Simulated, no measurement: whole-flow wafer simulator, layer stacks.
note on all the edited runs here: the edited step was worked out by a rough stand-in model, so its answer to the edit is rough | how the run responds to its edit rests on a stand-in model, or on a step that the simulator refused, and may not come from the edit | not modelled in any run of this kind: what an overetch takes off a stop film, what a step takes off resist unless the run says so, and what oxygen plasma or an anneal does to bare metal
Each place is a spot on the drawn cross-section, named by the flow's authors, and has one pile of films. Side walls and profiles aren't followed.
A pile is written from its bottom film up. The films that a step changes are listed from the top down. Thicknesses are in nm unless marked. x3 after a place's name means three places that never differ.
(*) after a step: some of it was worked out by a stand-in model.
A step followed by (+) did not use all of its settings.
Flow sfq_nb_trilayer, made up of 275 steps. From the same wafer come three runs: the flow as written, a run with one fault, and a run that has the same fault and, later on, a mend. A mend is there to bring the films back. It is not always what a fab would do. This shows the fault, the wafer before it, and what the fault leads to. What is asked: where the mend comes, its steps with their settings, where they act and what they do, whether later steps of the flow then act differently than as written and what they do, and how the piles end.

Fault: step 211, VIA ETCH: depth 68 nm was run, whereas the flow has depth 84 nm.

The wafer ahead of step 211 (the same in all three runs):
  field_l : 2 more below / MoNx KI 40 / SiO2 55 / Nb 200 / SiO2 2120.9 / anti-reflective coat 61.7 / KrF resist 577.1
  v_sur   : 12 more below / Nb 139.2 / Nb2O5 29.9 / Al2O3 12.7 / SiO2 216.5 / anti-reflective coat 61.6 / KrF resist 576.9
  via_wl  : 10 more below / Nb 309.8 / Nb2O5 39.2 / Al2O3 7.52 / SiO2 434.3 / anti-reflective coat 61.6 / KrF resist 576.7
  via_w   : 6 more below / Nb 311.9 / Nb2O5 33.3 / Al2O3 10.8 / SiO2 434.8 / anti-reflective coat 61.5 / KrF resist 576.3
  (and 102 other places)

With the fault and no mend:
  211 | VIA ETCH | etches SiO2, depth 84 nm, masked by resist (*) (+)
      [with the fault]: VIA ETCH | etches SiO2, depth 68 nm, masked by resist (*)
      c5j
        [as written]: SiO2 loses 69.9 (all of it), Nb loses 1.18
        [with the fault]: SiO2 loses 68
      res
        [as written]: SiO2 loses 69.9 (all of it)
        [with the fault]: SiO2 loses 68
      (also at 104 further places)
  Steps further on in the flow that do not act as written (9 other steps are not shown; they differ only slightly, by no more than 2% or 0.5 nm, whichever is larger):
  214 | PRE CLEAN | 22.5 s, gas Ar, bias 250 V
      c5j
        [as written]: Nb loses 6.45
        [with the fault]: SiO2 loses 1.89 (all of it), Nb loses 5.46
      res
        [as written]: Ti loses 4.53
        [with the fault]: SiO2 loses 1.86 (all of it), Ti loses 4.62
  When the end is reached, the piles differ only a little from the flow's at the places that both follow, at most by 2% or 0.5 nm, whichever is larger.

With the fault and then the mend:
  The mend stands after step 212.
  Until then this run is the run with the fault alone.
  212a | COAT | anti-reflective coat, thickness 62 nm (*) (the flow's step 204 again)
      lsp_l, p4_fl x3, p4_w1 x9 and 52 more
        anti-reflective coat gains 62 (new film)
      field_r, ln_m5, lsp_m and 7 more
        anti-reflective coat gains 61.9 (new film)
      v_sur, via_wl
        anti-reflective coat gains 61.5 (new film)
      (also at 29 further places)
  212b | COAT | KrF resist, thickness 650 nm (*) (the flow's step 205 again)
      l0_sur, p4_fl x3, p4_w1 x9 and 35 more
        KrF resist gains 650 (new film)
      l0v, wl_b_m5, wl_b_sr and 13 more
        KrF resist gains 649.9 (new film)
      ln_m6, wl_j_sl, wl_j_sr
        KrF resist gains 650.2 (new film)
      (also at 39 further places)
  212c | SOFTBAKE | KrF resist (the flow's step 206 again)
      alters no film at any place that is followed
  212d | EXPOSE | photomask C5, dose 11.94 mJ/cm2, NA 0.6, wavelength 248 nm (*) (the flow's step 207 again)
      alters no film at any place that is followed
  212e | PEB | KrF resist, 90 s (the flow's step 208 again)
      field_l, sp_r, res and 81 more
        KrF resist loses 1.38
      v_sur, via_wl, via_w, via_wr, via_sp, be_sur, jj_sur
        KrF resist loses 1.37
      r5r_line_l, r5r_line_c, r5r_line_r
        KrF resist loses 1.34
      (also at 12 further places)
  212f | DEVELOP | KrF resist, thickness 650 nm, 60 s (the flow's step 209 again)
      field_l, v_sur, via_wl and 101 more
        KrF resist loses 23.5
      c5j
        KrF resist loses 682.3 (all of it)
      res
        KrF resist loses 651.6 (all of it)
  212g | VIA ETCH | etches anti-reflective coat, depth 125 nm, masked by resist (+) (the flow's step 210 again)
      field_l, v_sur, via_wl and 101 more
        KrF resist loses 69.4
      c5j
        anti-reflective coat loses 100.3 (all of it), SiO2 loses 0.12
      res
        anti-reflective coat loses 88.7 (all of it), SiO2 loses 0.18
  212h | VIA ETCH | etches SiO2, depth 16 nm, masked by resist (*) (+) (the flow's step 211 again, with other settings)
      field_l, v_sur, via_wl and 101 more
        KrF resist loses 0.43
      c5j
        SiO2 loses 1.77 (all of it), Nb loses 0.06
      res
        SiO2 loses 1.68 (all of it)
  212i | STRIP | over-ash 65%, gas O2, power 200 W (*) (the flow's step 212 again)
      p4_fl x3, p4_w1 x9, p4_g1 x2 and 33 more
        KrF resist loses 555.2 (all of it), anti-reflective coat loses 62 (all of it)
      wl_b_m5, wl_b_sr, wl_c_sl and 12 more
        KrF resist loses 555.1 (all of it), anti-reflective coat loses 62 (all of it)
      wl_j_sl, wl_j_sr
        KrF resist loses 555.4 (all of it), anti-reflective coat loses 60.2 (all of it)
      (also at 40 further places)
  None of the later steps of the flow differs from how it acts as written, at any place that is followed, by more than 2% or 0.5 nm, whichever is larger.
  When the end is reached, the piles differ only a little from the flow's at the places that both follow, at most by 2% or 0.5 nm, whichever is larger.
